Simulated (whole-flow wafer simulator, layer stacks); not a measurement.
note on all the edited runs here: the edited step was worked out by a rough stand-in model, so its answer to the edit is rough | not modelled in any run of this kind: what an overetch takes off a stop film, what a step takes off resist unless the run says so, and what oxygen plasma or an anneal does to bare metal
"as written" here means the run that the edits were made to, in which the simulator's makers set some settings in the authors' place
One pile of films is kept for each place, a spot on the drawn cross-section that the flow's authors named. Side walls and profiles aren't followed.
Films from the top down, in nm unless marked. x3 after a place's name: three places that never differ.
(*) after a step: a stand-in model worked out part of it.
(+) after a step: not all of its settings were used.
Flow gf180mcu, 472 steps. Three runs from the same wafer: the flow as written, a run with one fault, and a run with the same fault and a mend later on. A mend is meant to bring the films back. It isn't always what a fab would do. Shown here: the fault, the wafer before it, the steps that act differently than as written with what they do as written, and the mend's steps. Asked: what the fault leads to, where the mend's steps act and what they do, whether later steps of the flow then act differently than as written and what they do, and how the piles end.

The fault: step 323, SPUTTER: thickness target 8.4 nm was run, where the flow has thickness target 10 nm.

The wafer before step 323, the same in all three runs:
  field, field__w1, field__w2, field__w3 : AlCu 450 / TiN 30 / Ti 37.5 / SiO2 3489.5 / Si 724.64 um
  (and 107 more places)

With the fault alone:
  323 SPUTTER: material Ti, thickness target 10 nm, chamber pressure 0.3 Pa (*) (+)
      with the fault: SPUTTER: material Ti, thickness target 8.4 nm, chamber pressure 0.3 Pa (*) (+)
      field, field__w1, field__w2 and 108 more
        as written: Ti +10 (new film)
        with the fault: Ti +8.4 (new film)
  Later steps of the flow that act differently than as written (4 more steps differ only slightly, by at most 2% or 0.5 nm, whichever is larger, and aren't shown):
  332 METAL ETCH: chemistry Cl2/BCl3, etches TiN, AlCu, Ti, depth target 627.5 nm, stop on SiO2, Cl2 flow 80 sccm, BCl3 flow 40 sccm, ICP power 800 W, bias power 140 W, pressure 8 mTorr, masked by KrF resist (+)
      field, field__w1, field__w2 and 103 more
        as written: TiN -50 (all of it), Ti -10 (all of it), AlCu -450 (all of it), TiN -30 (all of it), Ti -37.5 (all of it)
        with the fault: TiN -50 (all of it), Ti -8.4 (all of it), AlCu -450 (all of it), TiN -30 (all of it), Ti -37.5 (all of it)
  At the end the piles differ from the flow's by more than 2% or 0.5 nm, whichever is larger, at field__w8, contact, m1, m1__w1, m1_nw.
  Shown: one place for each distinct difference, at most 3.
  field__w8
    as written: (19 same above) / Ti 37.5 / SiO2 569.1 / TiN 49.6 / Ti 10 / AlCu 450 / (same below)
    with the fault: (19 same above) / Ti 37.5 / SiO2 570.7 / TiN 49.6 / Ti 8.4 / AlCu 450 / (same below)
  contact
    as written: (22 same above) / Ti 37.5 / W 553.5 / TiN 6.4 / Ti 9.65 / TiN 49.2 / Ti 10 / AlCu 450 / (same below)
    with the fault: (22 same above) / Ti 37.5 / W 555.1 / TiN 6.4 / Ti 9.64 / TiN 49.2 / Ti 8.4 / AlCu 450 / (same below)

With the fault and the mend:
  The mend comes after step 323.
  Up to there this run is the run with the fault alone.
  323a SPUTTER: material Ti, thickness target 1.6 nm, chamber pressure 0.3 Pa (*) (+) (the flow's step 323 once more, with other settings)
      field, field__w1, field__w2 and 108 more
        Ti +1.6
  No later step of the flow acts differently than as written at any place that is followed.
  At the end the piles are the same as the flow's at every place that both follow.
